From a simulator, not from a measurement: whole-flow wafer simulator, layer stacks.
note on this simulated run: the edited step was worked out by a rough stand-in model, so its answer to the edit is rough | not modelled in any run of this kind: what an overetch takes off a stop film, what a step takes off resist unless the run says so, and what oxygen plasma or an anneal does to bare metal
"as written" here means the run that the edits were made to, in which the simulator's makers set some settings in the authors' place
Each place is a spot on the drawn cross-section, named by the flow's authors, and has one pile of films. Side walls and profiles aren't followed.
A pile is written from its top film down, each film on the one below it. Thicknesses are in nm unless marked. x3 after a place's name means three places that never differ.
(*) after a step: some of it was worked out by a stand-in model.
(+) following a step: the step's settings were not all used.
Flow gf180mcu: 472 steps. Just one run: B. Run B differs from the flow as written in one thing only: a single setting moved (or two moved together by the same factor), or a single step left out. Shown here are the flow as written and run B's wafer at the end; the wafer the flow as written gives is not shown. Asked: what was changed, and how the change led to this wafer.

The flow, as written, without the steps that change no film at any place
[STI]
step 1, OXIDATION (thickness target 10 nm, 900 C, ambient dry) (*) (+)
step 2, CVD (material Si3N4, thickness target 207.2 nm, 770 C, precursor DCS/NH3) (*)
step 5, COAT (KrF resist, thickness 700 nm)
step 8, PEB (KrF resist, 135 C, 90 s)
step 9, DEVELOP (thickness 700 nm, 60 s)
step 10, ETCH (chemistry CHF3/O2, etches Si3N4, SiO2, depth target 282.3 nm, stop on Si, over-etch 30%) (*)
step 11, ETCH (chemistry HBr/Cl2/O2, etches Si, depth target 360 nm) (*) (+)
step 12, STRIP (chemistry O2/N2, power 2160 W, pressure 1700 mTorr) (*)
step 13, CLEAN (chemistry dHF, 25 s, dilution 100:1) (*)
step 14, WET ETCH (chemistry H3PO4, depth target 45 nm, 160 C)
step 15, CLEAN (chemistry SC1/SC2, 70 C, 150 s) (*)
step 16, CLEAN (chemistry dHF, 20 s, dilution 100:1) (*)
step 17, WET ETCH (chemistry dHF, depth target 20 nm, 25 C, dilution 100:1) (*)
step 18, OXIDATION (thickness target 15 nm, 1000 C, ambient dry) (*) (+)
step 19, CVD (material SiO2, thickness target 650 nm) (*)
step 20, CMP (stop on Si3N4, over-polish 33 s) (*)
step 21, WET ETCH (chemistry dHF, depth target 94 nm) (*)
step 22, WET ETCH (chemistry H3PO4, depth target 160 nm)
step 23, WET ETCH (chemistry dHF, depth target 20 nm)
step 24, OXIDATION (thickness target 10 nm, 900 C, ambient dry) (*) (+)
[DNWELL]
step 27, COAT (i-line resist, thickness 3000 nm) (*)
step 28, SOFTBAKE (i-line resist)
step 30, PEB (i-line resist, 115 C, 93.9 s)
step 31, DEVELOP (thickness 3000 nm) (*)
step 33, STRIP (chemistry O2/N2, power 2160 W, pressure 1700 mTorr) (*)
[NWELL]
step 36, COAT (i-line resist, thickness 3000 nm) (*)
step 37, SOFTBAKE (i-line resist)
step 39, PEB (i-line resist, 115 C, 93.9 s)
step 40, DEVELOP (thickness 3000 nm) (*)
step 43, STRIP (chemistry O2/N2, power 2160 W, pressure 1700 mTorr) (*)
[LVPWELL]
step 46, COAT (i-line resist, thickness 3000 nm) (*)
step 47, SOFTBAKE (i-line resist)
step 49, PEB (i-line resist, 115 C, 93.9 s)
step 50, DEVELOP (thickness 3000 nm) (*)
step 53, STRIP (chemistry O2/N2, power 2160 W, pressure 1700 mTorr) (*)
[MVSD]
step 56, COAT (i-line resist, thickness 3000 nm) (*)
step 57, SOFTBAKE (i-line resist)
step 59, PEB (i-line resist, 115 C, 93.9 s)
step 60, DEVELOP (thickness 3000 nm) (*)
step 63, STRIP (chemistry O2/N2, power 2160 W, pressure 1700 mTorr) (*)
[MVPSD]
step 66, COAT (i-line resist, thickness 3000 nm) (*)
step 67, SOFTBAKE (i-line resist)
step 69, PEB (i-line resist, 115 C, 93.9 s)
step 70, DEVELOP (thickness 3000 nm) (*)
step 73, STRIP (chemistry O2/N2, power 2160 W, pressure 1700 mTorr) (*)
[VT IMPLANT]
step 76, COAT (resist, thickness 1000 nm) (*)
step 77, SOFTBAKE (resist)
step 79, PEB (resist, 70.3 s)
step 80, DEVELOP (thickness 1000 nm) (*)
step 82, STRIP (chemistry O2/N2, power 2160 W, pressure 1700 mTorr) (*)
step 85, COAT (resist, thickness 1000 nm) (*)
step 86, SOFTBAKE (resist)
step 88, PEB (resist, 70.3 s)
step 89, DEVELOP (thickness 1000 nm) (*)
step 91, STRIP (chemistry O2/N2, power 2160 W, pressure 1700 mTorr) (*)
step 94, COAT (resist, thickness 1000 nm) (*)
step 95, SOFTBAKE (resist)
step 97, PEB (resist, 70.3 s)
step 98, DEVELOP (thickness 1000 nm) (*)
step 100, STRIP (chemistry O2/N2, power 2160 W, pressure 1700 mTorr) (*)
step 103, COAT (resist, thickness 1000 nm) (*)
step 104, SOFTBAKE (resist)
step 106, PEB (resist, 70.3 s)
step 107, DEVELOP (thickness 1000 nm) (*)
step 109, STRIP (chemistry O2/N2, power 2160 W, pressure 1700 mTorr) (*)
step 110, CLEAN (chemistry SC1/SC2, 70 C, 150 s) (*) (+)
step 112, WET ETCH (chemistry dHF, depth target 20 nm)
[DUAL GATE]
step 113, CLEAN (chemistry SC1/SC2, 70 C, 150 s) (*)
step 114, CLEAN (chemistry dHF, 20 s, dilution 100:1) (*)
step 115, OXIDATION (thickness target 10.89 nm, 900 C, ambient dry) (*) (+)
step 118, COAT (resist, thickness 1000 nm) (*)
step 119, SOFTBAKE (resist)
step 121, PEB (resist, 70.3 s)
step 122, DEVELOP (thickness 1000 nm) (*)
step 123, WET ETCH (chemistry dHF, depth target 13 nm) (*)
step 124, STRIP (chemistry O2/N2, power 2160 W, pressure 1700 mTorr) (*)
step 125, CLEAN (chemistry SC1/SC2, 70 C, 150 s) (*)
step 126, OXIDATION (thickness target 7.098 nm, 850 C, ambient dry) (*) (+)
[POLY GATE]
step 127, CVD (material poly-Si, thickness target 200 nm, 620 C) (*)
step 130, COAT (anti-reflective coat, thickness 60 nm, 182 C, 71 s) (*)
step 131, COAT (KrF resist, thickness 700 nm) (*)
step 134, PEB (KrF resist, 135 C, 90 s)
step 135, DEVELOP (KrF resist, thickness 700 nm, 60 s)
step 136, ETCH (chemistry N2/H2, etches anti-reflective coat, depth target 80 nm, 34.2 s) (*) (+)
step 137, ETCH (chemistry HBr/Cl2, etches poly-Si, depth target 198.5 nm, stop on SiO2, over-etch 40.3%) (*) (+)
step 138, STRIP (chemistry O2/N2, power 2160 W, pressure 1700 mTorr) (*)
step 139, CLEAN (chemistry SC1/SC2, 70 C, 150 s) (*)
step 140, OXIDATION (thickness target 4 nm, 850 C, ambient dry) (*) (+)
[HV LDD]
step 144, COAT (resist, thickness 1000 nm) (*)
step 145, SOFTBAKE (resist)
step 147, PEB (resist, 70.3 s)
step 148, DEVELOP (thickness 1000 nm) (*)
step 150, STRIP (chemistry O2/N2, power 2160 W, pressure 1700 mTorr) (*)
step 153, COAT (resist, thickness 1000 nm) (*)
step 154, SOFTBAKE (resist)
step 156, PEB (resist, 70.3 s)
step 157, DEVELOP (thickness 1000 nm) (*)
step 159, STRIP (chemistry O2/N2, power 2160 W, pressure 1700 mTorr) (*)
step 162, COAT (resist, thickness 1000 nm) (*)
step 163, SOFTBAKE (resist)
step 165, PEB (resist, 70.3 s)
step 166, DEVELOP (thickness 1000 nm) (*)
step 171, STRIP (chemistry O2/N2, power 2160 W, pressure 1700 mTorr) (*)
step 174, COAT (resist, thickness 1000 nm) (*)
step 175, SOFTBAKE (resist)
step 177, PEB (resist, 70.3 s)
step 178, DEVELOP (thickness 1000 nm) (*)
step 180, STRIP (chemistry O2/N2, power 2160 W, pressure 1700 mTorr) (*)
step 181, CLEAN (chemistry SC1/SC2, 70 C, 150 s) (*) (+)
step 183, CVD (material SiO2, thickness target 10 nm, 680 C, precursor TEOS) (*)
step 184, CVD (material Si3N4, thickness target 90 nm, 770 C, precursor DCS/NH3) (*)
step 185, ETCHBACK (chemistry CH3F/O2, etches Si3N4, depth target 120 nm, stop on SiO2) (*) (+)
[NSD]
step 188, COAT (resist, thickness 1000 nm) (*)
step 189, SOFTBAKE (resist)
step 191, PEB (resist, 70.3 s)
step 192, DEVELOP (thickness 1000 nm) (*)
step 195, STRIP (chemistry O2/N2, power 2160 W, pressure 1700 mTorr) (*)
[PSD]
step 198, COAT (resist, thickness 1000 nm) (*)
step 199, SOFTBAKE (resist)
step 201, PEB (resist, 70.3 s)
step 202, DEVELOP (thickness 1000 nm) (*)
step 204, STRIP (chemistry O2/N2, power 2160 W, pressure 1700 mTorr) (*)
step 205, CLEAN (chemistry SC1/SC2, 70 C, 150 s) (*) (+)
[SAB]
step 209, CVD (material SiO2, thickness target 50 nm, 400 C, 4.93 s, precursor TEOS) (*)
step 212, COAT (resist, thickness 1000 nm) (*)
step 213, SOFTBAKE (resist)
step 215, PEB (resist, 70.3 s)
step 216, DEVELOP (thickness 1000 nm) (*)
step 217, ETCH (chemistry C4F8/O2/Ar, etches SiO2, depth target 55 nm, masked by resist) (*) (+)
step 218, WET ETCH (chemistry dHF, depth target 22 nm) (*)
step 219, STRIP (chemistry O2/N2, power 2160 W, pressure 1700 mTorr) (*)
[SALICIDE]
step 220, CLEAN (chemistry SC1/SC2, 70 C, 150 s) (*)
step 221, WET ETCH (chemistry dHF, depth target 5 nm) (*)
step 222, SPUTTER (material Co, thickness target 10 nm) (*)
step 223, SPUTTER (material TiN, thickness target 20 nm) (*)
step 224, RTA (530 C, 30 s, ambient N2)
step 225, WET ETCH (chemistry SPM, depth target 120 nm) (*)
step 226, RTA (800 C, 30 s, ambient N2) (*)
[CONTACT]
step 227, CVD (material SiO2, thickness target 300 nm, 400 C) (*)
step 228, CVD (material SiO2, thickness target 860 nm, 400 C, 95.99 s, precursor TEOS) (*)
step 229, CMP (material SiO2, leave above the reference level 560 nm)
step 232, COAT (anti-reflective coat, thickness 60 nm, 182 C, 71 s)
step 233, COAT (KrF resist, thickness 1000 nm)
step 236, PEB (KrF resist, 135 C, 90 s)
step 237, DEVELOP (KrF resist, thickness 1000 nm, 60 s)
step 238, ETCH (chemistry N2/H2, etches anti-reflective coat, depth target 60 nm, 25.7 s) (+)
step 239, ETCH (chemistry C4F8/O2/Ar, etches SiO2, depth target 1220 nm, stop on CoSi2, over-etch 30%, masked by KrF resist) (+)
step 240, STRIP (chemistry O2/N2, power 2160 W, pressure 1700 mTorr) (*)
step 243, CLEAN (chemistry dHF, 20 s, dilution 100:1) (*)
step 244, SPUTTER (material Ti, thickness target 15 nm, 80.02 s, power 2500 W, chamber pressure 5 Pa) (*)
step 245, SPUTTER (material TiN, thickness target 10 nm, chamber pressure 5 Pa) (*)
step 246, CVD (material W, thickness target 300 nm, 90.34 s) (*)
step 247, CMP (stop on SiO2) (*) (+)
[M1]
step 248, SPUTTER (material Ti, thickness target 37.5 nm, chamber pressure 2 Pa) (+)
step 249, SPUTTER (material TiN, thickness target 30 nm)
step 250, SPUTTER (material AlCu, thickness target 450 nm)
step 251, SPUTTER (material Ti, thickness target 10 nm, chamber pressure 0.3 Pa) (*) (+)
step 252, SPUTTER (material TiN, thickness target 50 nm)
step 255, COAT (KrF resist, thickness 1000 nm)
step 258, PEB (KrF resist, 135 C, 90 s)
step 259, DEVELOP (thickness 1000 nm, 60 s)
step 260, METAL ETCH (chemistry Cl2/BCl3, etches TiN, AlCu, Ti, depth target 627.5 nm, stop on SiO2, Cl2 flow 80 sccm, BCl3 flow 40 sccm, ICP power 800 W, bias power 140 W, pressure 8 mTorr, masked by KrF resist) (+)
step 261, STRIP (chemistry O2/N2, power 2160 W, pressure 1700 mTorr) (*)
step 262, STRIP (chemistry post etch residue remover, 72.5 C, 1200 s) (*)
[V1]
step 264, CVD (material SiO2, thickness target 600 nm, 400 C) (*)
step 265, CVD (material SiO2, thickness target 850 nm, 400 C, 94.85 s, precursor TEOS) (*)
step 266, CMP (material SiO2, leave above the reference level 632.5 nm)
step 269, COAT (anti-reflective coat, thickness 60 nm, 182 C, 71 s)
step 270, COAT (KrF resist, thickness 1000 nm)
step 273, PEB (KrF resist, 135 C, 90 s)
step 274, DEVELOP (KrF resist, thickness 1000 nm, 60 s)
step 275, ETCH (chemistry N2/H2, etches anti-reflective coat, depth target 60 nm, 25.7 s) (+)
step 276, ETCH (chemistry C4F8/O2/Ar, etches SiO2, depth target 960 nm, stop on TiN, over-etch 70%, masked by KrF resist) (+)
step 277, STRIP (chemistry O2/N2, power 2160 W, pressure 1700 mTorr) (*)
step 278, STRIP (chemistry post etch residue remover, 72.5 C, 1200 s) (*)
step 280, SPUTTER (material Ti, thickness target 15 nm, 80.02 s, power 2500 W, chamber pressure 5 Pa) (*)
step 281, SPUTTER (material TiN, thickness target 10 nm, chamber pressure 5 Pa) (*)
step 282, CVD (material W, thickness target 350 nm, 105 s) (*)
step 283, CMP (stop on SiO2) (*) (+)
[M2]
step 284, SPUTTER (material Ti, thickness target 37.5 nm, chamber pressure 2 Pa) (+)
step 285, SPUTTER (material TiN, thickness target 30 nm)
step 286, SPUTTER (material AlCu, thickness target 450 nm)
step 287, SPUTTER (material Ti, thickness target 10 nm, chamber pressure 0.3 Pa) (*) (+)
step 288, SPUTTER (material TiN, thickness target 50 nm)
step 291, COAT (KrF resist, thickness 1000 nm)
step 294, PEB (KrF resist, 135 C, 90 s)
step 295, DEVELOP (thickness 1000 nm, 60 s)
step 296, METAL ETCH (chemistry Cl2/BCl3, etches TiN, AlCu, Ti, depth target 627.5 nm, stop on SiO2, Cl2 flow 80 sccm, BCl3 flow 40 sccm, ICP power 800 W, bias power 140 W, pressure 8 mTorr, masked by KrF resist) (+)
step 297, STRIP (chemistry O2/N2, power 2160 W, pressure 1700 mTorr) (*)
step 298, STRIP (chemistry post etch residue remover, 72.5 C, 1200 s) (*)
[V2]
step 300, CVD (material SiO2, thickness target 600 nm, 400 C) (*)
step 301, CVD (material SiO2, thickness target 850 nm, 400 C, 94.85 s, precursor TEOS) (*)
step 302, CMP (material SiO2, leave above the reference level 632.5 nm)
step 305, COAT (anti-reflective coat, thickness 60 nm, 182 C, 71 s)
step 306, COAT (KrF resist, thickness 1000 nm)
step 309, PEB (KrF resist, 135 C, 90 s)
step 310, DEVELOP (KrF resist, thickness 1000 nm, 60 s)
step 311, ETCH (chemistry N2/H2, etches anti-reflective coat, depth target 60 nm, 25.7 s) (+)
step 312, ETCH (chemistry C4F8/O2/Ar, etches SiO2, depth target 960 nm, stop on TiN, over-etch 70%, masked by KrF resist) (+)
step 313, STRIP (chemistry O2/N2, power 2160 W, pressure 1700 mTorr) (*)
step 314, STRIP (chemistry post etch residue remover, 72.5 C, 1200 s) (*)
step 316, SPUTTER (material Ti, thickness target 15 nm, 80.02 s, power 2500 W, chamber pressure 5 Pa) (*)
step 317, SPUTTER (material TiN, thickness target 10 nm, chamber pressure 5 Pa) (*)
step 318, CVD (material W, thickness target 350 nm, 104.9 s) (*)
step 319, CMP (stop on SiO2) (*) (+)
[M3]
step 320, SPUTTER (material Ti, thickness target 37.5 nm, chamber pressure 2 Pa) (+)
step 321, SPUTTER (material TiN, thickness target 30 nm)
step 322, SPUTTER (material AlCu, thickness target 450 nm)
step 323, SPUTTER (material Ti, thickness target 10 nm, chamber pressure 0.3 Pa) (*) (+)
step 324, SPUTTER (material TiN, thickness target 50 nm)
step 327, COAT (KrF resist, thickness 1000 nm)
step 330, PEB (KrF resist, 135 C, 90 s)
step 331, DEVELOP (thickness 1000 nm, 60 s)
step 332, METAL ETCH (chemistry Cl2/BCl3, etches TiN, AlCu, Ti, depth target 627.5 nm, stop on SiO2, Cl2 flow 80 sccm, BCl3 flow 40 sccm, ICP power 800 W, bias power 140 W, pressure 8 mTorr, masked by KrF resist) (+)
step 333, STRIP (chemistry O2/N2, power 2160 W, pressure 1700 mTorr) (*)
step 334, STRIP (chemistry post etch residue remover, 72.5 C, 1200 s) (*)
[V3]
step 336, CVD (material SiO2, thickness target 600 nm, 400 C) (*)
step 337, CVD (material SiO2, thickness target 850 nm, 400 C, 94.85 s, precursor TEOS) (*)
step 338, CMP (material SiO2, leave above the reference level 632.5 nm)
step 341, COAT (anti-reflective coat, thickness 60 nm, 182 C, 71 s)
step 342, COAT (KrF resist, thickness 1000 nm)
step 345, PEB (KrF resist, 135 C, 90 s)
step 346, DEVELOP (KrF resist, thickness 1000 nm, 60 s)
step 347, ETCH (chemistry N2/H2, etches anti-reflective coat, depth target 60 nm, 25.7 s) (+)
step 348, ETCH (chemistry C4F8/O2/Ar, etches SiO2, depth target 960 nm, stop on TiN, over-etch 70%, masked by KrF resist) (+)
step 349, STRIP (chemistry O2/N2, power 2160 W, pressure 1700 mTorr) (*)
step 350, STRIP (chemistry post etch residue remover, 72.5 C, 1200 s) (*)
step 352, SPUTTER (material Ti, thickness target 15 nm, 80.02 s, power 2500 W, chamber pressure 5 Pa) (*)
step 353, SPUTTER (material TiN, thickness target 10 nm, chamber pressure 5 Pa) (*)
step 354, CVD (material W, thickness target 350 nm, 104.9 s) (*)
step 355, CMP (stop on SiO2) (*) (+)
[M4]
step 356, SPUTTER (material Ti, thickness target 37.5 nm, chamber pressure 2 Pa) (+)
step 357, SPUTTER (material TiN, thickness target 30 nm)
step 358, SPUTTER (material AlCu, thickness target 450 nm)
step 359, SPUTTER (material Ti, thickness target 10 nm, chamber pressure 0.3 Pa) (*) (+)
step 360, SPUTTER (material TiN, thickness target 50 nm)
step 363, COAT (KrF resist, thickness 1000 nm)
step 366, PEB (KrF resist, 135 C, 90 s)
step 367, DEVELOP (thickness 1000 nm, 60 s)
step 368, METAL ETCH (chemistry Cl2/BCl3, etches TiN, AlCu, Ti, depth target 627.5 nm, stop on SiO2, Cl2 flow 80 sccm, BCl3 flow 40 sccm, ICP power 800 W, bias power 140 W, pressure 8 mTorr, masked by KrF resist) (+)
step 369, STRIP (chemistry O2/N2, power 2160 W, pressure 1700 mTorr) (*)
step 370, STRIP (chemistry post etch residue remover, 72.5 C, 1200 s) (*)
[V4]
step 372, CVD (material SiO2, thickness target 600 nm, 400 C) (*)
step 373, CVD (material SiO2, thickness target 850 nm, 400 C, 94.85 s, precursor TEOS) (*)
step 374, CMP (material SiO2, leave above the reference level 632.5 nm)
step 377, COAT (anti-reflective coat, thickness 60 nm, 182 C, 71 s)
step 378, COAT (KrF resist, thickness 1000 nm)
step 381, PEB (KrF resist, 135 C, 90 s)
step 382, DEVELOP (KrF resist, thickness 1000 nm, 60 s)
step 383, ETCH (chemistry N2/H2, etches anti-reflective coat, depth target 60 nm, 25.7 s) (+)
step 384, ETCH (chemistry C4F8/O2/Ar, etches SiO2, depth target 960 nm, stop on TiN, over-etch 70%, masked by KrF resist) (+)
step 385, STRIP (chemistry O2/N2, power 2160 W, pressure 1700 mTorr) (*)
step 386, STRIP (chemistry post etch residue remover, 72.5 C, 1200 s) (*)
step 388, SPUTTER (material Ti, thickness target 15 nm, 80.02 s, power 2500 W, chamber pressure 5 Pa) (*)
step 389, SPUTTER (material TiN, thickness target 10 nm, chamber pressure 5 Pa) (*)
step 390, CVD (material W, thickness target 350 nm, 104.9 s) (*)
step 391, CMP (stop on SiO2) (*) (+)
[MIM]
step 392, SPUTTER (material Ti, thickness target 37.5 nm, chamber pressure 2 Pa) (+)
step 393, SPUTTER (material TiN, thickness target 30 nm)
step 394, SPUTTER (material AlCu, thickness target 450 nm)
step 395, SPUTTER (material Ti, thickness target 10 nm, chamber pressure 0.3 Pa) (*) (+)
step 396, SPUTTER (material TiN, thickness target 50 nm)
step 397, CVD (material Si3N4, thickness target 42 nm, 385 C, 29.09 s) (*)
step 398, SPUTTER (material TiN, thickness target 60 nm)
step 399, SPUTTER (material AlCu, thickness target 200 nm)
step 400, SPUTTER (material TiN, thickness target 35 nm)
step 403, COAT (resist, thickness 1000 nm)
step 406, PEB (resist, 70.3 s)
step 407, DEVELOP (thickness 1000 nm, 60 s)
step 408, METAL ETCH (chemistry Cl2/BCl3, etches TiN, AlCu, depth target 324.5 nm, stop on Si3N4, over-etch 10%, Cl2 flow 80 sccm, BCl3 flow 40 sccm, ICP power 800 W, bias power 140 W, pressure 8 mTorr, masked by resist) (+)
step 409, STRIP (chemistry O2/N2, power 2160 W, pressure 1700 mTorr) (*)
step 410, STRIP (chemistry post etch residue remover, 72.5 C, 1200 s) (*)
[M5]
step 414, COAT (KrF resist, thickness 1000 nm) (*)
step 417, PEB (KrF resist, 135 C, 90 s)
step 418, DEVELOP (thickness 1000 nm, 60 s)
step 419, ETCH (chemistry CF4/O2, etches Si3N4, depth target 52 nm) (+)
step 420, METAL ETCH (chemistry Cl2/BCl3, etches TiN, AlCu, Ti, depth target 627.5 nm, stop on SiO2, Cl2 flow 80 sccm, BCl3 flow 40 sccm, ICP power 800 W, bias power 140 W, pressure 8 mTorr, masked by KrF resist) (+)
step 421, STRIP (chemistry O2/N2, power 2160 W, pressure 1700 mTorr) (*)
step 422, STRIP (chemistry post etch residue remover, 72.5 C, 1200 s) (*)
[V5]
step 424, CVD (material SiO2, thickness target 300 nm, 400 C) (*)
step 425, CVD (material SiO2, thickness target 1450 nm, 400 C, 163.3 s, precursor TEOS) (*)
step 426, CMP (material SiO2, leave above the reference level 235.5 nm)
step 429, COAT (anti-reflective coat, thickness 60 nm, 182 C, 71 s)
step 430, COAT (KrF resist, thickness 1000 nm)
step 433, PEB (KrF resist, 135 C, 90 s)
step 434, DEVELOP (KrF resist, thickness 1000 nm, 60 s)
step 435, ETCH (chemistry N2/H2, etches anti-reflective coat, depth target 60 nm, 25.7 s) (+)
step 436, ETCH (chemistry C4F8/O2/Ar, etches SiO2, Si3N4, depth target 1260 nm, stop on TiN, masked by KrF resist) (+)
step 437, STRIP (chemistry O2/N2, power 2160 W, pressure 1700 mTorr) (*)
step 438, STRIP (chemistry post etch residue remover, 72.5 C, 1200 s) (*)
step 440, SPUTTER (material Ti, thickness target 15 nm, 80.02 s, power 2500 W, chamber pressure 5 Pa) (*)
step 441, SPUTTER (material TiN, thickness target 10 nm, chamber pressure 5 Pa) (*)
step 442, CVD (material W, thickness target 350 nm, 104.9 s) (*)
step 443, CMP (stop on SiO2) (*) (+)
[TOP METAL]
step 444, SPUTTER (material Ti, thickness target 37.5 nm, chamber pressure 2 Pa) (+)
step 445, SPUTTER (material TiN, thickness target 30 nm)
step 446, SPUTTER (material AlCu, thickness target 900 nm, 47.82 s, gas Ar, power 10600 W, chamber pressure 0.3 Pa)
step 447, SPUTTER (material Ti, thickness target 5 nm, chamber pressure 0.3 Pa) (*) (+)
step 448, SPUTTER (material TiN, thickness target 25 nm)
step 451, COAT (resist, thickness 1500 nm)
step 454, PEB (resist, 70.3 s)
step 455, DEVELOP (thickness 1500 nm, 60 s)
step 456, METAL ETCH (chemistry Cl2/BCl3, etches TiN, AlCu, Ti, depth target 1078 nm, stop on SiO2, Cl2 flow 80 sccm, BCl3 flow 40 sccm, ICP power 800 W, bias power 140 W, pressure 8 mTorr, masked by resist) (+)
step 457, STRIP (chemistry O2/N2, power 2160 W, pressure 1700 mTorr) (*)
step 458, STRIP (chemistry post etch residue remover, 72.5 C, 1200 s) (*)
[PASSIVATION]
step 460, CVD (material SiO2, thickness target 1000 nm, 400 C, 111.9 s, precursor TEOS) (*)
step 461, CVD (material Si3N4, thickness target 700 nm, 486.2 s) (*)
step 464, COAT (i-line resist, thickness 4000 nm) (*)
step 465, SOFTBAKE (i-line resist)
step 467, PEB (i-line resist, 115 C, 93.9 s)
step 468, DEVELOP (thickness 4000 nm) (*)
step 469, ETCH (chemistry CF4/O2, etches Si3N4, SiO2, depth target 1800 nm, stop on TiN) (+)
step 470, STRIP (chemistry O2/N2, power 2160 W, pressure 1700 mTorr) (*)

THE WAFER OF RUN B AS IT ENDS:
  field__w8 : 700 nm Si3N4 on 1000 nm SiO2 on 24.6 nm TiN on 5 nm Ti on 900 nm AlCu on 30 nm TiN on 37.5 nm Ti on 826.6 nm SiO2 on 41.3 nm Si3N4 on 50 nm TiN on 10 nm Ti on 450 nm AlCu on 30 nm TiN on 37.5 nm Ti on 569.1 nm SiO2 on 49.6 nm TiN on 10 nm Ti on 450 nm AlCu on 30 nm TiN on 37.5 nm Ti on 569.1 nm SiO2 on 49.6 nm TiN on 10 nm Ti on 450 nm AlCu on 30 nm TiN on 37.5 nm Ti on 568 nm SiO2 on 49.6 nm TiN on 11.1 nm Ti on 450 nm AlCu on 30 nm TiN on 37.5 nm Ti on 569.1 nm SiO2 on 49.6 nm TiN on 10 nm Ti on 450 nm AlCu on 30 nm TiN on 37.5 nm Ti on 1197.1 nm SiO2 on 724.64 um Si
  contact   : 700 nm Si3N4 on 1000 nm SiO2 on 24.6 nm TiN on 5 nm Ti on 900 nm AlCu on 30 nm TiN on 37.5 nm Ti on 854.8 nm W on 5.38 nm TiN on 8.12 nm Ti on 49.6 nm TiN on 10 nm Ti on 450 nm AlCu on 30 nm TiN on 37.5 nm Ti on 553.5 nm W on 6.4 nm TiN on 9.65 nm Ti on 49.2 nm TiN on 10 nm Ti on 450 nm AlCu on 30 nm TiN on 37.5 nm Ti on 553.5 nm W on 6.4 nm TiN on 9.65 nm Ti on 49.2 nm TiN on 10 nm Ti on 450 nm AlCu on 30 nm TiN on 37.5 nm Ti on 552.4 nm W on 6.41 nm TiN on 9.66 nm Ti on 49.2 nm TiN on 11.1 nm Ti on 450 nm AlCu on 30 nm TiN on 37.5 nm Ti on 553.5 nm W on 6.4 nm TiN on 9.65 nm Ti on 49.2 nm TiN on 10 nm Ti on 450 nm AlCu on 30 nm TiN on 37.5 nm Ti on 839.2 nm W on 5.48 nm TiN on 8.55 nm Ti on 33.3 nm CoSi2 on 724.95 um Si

The reason: step 287, SPUTTER: thickness target 11.1 nm was run, whereas the flow has thickness target 10 nm.
One can read it off the wafer: field__w8 has Ti 11.1, and step 287 as written asks for 10 nm.

The path from the change to this, step by step:
  step 287, SPUTTER (material Ti, thickness target 10 nm, chamber pressure 0.3 Pa) (*) (+)
      field, field__w1, field__w2 and 108 more: Ti gains 11.1 (new film) (in the flow as written it would be: Ti gains 10 (new film))
  step 296, METAL ETCH (chemistry Cl2/BCl3, etches TiN, AlCu, Ti, depth target 627.5 nm, stop on SiO2, Cl2 flow 80 sccm, BCl3 flow 40 sccm, ICP power 800 W, bias power 140 W, pressure 8 mTorr, masked by KrF resist) (+)
      field, field__w1, field__w2 and 103 more: TiN loses 50 (all of it), Ti loses 11.1 (all of it), AlCu loses 450 (all of it), TiN loses 30 (all of it), Ti loses 37.5 (all of it) (in the flow as written it would be: TiN loses 50 (all of it), Ti loses 10 (all of it), AlCu loses 450 (all of it), TiN loses 30 (all of it), Ti loses 37.5 (all of it))
